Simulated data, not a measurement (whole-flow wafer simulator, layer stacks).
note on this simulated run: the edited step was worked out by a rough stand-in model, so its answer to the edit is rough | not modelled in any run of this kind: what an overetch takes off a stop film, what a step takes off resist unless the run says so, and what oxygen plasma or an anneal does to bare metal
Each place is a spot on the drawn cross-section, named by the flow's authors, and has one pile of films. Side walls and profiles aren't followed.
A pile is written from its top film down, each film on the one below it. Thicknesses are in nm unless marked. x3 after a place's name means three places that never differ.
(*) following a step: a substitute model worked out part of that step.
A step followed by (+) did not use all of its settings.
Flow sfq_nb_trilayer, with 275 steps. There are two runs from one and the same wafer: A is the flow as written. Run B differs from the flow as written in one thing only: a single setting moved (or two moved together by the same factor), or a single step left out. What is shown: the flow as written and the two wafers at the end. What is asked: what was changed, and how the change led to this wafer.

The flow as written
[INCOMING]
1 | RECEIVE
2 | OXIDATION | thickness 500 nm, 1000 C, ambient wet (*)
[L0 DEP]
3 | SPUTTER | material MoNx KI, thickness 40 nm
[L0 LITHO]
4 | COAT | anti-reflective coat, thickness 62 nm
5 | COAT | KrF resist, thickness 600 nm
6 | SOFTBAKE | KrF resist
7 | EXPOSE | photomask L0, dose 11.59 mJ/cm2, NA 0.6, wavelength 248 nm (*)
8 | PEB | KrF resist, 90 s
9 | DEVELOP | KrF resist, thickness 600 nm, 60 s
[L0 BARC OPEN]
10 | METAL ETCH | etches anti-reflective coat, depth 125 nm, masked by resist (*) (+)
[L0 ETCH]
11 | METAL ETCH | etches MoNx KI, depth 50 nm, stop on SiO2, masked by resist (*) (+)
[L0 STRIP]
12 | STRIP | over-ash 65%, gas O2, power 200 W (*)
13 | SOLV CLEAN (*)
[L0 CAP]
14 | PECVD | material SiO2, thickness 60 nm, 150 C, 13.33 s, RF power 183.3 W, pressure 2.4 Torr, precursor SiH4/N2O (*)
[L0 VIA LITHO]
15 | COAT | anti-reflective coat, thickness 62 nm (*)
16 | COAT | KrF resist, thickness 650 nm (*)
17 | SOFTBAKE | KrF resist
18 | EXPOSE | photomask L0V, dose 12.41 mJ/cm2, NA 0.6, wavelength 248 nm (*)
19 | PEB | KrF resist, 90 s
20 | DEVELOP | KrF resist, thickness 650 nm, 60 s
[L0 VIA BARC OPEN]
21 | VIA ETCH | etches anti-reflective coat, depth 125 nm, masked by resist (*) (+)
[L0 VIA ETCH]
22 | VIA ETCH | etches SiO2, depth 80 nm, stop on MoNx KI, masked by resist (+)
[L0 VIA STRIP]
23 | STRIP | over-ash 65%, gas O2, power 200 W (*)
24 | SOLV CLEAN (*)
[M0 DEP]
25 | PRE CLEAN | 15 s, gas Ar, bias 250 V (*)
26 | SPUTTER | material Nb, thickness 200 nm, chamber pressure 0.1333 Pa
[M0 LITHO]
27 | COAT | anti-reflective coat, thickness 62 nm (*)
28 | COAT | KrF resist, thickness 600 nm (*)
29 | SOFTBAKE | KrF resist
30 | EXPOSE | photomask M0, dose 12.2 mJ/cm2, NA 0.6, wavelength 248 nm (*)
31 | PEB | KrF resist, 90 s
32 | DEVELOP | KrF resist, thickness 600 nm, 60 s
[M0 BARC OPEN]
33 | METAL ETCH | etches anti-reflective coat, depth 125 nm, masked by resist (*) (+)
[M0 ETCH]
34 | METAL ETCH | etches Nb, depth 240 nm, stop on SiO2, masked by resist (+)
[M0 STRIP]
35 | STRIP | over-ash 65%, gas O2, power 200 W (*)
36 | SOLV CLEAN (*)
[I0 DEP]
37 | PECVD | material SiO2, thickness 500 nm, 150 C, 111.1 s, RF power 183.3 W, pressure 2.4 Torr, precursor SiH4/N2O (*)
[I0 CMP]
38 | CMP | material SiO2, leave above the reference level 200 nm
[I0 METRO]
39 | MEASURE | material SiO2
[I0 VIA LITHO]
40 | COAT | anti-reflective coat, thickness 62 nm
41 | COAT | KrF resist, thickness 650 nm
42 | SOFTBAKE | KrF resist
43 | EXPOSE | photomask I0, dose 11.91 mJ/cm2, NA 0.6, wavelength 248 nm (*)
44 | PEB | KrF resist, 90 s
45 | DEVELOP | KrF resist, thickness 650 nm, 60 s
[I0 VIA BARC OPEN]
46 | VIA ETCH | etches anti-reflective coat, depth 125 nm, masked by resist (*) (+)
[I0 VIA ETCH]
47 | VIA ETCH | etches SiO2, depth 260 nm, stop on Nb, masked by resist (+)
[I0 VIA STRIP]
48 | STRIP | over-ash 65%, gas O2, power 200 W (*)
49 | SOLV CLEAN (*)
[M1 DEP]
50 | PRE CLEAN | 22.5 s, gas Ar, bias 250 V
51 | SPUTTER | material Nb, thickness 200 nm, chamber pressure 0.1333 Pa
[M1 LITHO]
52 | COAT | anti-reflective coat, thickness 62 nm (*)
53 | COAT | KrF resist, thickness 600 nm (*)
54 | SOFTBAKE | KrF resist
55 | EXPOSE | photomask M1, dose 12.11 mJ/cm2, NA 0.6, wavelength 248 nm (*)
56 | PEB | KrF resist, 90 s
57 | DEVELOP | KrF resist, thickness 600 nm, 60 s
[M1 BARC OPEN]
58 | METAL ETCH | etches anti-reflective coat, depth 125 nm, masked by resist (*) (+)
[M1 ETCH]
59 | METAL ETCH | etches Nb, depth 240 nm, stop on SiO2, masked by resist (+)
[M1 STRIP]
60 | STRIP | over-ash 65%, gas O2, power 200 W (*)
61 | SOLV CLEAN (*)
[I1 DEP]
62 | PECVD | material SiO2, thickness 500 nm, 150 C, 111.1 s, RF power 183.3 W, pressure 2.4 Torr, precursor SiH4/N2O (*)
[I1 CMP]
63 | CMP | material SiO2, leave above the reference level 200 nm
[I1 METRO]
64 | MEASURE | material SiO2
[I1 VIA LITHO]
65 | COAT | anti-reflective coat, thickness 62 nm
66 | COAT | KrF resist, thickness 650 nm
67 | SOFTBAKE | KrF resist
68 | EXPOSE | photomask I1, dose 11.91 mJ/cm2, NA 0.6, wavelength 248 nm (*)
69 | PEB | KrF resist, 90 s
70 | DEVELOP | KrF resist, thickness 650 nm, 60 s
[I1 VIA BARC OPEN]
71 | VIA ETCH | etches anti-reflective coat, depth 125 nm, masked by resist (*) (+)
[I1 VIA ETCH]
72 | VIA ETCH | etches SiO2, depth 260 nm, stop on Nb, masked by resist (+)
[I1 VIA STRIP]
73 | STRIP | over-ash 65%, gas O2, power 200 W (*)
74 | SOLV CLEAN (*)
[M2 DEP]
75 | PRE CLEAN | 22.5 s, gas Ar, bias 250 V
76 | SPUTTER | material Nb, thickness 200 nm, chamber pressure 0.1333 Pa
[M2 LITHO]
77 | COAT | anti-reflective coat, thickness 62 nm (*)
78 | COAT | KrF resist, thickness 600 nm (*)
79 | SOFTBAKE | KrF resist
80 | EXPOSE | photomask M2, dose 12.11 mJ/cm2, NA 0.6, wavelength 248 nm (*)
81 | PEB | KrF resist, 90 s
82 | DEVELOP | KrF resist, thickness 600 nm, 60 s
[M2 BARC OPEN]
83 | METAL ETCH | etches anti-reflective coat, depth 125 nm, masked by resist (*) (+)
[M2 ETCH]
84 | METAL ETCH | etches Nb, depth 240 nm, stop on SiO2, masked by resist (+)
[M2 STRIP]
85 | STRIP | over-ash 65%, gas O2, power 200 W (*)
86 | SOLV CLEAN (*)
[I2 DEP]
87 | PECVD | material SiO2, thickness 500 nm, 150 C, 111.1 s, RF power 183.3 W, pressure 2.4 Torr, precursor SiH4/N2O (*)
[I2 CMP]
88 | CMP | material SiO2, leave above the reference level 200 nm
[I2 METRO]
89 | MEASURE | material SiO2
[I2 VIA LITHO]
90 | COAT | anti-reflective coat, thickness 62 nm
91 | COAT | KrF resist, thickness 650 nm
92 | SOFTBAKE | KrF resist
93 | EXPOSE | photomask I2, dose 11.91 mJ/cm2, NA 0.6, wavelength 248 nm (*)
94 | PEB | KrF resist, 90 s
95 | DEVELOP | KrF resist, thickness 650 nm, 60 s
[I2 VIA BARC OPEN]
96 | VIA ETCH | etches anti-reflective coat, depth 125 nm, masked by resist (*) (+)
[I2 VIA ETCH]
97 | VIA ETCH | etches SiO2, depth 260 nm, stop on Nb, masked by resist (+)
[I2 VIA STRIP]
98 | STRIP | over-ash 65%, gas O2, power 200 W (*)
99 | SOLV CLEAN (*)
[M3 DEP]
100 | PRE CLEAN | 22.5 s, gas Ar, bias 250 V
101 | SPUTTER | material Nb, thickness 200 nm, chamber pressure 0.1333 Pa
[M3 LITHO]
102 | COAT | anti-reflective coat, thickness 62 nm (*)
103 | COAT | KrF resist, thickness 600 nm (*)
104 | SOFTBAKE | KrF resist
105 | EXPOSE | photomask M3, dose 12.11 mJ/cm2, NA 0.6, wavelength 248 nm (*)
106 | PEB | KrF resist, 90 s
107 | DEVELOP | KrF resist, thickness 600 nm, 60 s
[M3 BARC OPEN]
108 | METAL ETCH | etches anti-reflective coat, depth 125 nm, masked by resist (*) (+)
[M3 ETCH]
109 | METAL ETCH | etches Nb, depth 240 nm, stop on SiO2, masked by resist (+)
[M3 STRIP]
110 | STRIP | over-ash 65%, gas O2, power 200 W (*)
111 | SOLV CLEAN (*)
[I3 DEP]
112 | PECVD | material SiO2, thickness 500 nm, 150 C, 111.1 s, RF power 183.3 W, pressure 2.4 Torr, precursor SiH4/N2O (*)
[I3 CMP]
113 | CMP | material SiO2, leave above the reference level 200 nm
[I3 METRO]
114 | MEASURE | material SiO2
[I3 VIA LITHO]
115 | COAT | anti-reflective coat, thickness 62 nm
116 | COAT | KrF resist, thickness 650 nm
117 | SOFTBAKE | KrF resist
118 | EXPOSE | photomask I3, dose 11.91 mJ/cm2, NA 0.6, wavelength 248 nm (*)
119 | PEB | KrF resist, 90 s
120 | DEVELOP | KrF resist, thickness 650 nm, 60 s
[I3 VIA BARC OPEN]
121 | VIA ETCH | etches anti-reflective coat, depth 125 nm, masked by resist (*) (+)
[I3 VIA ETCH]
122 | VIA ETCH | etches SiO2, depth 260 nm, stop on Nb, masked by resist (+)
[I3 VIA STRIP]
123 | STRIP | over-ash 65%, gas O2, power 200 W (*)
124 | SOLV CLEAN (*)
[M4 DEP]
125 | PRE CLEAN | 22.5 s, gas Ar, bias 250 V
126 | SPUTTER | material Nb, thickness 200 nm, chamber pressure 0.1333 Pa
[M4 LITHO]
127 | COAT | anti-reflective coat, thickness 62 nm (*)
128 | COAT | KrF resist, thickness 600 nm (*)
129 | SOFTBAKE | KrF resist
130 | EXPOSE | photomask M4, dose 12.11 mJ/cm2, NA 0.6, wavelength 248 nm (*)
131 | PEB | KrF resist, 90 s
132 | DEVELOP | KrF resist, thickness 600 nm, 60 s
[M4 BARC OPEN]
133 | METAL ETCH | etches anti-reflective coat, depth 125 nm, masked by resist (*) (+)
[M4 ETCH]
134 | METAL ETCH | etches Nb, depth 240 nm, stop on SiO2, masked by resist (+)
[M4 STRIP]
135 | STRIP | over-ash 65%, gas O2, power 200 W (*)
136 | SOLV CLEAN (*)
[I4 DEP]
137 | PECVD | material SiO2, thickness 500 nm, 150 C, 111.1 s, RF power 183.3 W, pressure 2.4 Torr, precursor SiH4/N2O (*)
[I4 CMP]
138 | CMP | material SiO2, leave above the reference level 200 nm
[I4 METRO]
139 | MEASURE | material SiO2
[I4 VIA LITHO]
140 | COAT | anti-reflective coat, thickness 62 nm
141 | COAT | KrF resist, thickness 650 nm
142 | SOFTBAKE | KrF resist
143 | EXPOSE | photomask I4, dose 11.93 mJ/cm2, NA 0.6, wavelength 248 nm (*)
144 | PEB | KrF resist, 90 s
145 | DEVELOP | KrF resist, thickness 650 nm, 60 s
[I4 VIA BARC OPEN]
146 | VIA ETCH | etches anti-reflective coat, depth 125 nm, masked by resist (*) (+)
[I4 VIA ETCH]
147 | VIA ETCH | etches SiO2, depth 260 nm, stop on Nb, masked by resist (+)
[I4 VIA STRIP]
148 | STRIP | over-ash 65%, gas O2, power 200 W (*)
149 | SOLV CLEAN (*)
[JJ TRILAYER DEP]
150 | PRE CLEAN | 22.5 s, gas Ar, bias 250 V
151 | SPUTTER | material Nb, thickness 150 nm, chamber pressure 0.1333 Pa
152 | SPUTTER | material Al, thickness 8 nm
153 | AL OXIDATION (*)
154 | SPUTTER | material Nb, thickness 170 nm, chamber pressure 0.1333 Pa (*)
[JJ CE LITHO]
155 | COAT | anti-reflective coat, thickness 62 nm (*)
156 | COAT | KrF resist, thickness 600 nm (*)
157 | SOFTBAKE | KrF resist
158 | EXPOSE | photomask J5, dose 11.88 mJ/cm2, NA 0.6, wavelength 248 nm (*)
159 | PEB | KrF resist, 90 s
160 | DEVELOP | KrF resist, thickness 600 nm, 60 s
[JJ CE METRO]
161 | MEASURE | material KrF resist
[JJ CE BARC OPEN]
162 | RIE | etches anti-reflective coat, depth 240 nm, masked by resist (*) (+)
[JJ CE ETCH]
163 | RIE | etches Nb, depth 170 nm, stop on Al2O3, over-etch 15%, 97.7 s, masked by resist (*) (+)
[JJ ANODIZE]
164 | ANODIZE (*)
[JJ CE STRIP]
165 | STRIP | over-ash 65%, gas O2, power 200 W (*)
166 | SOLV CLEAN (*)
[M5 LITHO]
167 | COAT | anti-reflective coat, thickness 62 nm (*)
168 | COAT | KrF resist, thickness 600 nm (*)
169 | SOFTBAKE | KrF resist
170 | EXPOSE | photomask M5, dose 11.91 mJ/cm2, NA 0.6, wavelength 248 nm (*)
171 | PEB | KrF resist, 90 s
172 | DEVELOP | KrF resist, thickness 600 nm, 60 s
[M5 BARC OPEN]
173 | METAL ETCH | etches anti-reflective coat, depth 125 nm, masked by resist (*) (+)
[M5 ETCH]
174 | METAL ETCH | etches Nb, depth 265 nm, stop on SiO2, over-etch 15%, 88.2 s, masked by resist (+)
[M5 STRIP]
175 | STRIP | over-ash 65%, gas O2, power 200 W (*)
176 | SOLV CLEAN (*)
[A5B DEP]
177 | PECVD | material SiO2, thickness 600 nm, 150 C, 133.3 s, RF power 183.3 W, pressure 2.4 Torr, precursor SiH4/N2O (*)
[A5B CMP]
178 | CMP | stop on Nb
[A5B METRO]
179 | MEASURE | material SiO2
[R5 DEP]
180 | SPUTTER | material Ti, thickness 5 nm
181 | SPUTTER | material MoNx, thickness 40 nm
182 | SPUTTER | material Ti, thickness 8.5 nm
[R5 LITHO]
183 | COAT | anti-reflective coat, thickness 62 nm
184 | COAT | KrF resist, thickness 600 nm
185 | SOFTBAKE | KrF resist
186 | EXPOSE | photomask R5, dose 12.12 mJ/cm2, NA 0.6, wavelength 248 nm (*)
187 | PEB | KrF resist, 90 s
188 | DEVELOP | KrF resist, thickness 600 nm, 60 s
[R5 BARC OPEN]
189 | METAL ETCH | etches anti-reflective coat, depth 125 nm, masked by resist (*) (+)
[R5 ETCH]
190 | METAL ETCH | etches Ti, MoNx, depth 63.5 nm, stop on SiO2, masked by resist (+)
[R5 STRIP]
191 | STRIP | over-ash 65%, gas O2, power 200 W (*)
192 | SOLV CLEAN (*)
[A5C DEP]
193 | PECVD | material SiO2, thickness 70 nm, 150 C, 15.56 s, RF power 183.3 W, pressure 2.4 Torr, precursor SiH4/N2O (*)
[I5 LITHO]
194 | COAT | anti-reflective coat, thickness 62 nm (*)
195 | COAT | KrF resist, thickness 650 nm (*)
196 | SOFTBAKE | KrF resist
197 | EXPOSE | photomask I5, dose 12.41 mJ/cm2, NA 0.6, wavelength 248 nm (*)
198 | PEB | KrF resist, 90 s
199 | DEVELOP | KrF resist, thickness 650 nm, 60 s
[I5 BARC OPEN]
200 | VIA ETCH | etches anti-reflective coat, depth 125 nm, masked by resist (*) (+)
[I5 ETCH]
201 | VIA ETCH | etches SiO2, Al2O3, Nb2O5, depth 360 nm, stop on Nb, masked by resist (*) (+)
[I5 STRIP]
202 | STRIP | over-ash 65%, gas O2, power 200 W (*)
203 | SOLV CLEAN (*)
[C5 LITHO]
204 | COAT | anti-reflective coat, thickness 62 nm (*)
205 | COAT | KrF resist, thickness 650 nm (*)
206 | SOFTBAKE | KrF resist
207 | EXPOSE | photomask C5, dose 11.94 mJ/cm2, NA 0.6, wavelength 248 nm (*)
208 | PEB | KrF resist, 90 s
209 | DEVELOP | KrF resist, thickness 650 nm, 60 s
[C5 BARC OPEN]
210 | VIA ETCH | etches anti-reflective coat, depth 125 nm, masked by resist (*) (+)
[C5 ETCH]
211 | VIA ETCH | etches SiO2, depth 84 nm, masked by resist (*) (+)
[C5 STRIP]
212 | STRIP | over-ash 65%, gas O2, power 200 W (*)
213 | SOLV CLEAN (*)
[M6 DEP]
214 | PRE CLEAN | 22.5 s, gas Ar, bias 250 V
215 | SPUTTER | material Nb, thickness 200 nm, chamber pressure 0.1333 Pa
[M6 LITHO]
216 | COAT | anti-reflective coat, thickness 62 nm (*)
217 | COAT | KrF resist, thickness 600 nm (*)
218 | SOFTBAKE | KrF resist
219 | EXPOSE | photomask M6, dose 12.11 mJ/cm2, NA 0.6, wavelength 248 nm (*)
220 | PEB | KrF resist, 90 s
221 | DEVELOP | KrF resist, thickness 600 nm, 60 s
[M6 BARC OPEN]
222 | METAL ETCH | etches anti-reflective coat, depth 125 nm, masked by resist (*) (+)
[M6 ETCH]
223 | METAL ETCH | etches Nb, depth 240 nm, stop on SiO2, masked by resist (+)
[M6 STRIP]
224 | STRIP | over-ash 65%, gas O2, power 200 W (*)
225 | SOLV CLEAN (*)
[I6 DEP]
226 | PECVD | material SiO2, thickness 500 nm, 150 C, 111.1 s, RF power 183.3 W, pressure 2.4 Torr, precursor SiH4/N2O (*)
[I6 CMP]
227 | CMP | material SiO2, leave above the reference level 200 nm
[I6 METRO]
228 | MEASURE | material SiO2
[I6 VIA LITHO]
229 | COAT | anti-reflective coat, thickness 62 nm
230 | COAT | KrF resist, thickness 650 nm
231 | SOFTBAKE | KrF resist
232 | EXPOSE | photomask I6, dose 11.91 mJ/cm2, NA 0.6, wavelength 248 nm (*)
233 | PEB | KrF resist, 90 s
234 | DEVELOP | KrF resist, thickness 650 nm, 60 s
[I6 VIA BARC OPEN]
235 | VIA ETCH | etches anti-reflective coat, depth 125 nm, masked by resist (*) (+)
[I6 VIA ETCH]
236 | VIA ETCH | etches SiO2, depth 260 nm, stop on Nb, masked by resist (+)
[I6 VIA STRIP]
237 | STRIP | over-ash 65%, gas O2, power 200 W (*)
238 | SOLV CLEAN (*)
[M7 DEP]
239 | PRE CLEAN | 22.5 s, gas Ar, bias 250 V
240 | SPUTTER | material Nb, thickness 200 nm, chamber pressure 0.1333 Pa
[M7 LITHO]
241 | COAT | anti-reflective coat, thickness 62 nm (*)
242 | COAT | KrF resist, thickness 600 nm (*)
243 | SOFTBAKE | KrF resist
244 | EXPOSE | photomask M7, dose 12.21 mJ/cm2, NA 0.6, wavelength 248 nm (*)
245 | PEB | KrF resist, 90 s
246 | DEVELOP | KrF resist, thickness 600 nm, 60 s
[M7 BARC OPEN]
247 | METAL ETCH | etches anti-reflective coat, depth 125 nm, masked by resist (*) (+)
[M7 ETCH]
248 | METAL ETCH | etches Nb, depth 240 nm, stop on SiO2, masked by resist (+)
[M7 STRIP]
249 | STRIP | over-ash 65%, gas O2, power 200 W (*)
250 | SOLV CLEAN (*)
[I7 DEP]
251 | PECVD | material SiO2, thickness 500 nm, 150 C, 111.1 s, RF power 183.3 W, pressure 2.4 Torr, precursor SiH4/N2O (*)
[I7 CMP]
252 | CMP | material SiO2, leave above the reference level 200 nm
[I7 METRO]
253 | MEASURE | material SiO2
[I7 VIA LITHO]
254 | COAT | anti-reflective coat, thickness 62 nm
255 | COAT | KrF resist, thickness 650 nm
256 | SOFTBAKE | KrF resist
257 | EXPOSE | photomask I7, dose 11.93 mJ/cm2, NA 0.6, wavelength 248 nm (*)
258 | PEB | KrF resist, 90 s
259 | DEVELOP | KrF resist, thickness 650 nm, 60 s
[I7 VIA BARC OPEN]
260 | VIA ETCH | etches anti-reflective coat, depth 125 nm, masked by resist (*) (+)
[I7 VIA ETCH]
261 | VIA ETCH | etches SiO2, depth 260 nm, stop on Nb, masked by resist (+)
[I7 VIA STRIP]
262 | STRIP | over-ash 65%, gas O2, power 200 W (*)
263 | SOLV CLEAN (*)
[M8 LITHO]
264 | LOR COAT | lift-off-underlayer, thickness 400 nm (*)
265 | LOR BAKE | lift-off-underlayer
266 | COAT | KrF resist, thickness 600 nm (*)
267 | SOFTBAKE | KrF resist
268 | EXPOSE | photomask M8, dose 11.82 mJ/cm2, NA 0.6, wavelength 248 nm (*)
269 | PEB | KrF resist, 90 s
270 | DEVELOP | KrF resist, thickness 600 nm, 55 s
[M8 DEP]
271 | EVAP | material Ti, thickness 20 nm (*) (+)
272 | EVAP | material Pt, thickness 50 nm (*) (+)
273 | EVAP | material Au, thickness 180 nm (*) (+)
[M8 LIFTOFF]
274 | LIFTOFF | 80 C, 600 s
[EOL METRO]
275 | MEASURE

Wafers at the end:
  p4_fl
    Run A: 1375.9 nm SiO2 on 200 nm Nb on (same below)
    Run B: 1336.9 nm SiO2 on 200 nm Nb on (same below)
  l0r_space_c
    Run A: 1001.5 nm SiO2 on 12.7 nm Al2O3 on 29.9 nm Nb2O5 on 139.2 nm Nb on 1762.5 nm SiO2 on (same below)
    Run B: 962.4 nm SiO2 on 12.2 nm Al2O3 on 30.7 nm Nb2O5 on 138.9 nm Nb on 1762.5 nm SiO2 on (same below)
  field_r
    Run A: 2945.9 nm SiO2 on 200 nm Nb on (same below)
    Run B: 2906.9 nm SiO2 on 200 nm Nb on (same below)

The reason: step 154, SPUTTER: thickness 131 nm was run, whereas the flow has thickness 170 nm.

Step by step, how the change led to this:
  154 | SPUTTER | material Nb, thickness 170 nm, chamber pressure 0.1333 Pa (*)
      field_l, v_sur, via_sp and 100 more: A Nb gains 170 (new film) | B Nb gains 131 (new film)
      via_wl, via_wr: A Nb gains 140.7 (new film) | B Nb gains 108.3 (new film)
      (as well as at 1 more place)
  155 | COAT | anti-reflective coat, thickness 62 nm (*)
      via_wl, via_wr: A anti-reflective coat gains 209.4 (new film) | B anti-reflective coat gains 199.4 (new film)
      via_w: A anti-reflective coat gains 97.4 (new film) | B anti-reflective coat gains 94.3 (new film)
  162 | RIE | etches anti-reflective coat, depth 240 nm, masked by resist (*) (+)
      ce_l, c5j, ce_r, wl_jj: A KrF resist loses 209.4 | B KrF resist loses 199.4
      via_wl, via_wr: A anti-reflective coat loses 209.4 (all of it) | B anti-reflective coat loses 199.4 (all of it)
      (as well as at 1 more place)
  163 | RIE | etches Nb, depth 170 nm, stop on Al2O3, over-etch 15%, 97.7 s, masked by resist (*) (+)
      field_l, v_sur, via_sp and 96 more: A Nb loses 170 (all of it), Al2O3 loses 0.51 | B Nb loses 131 (all of it), Al2O3 loses 0.96 (all of it)
      via_wl, via_wr: A Nb loses 140.7 (all of it), Al2O3 loses 0.96 (all of it) | B Nb loses 108.3 (all of it), Al2O3 loses 0.96 (all of it)
      (as well as at 1 more place)
  164 | ANODIZE (*)
      field_l, v_sur, via_sp and 96 more: A Al2O3 gains 12.2, Nb2O5 gains 29.9 (new film), Al loses 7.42 (all of it), Nb loses 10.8 | B Al2O3 gains 12.2 (new film), Nb2O5 gains 30.7 (new film), Al loses 7.42 (all of it), Nb loses 11.1
  165 | STRIP | over-ash 65%, gas O2, power 200 W (*)
      c5j, ce_r: A KrF resist loses 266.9 (all of it), anti-reflective coat loses 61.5 (all of it) | B KrF resist loses 276.9 (all of it), anti-reflective coat loses 61.5 (all of it)
      ce_l: A KrF resist loses 266.8 (all of it), anti-reflective coat loses 61.4 (all of it) | B KrF resist loses 276.8 (all of it), anti-reflective coat loses 61.4 (all of it)
      (as well as at 1 more place)
  167 | COAT | anti-reflective coat, thickness 62 nm (*)
      wl_j_sl, wl_j_sr: A anti-reflective coat gains 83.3 (new film) | B anti-reflective coat gains 78.2 (new film)
      jj_sur: A anti-reflective coat gains 82.6 (new film) | B anti-reflective coat gains 77.8 (new film)
      (as well as at 5 more places)
  168 | COAT | KrF resist, thickness 600 nm (*)
      ce_l: A KrF resist gains 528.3 (new film) | B KrF resist gains 552.3 (new film)
      c5j: A KrF resist gains 507.6 (new film) | B KrF resist gains 532.5 (new film)
      (as well as at 2 more places)
  174 | METAL ETCH | etches Nb, depth 265 nm, stop on SiO2, over-etch 15%, 88.2 s, masked by resist (+)
      field_l, r_sur, res and 50 more: A Al2O3 loses 12.6 (all of it), Nb2O5 loses 29.9 (all of it), Nb loses 139.2 (all of it), SiO2 loses 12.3 | B Al2O3 loses 12.2 (all of it), Nb2O5 loses 30.7 (all of it), Nb loses 138.9 (all of it), SiO2 loses 12.3
  175 | STRIP | over-ash 65%, gas O2, power 200 W (*)
      wl_j_sl, wl_j_sr: A KrF resist loses 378 (all of it), anti-reflective coat loses 83.3 (all of it) | B KrF resist loses 374.9 (all of it), anti-reflective coat loses 78.2 (all of it)
      jj_sur: A KrF resist loses 374.7 (all of it), anti-reflective coat loses 82.6 (all of it) | B KrF resist loses 371.8 (all of it), anti-reflective coat loses 77.8 (all of it)
      (as well as at 5 more places)
  178 | CMP | stop on Nb
      v_sur, via_sp, via_v and 43 more: A SiO2 loses 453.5 | B SiO2 loses 492.6
      field_l, p4_fl, p4_fm and 39 more: A SiO2 loses 259.3 | B SiO2 loses 298.3
      (as well as at 14 more places)
  201 | VIA ETCH | etches SiO2, Al2O3, Nb2O5, depth 360 nm, stop on Nb, masked by resist (*) (+)
      be: A SiO2 loses 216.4 (all of it), Al2O3 loses 12.7 (all of it), Nb2O5 loses 29.9 (all of it) | B SiO2 loses 177.3 (all of it), Al2O3 loses 12.2 (all of it), Nb2O5 loses 30.7 (all of it)
  204 | COAT | anti-reflective coat, thickness 62 nm (*)
      wire: A anti-reflective coat gains 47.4 (new film) | B anti-reflective coat gains 48.6 (new film)
      be: A anti-reflective coat gains 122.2 (new film) | B anti-reflective coat gains 116.4 (new film)
      (as well as at 1 more place)
  205 | COAT | KrF resist, thickness 650 nm (*)
      be: A KrF resist gains 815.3 (new film) | B KrF resist gains 787.7 (new film)
  212 | STRIP | over-ash 65%, gas O2, power 200 W (*)
      wire: A KrF resist loses 555.8 (all of it), anti-reflective coat loses 47.4 (all of it) | B KrF resist loses 557.9 (all of it), anti-reflective coat loses 48.6 (all of it)
      be: A KrF resist loses 728.2 (all of it), anti-reflective coat loses 122.2 (all of it) | B KrF resist loses 700.5 (all of it), anti-reflective coat loses 116.4 (all of it)
      (as well as at 1 more place)
  215 | SPUTTER | material Nb, thickness 200 nm, chamber pressure 0.1333 Pa
      be: A Nb gains 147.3 | B Nb gains 156.3
  ... 3 further steps ...
  226 | PECVD | material SiO2, thickness 500 nm, 150 C, 111.1 s, RF power 183.3 W, pressure 2.4 Torr, precursor SiH4/N2O (*)
      be: A SiO2 gains 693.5 (new film) | B SiO2 gains 645.9 (new film)
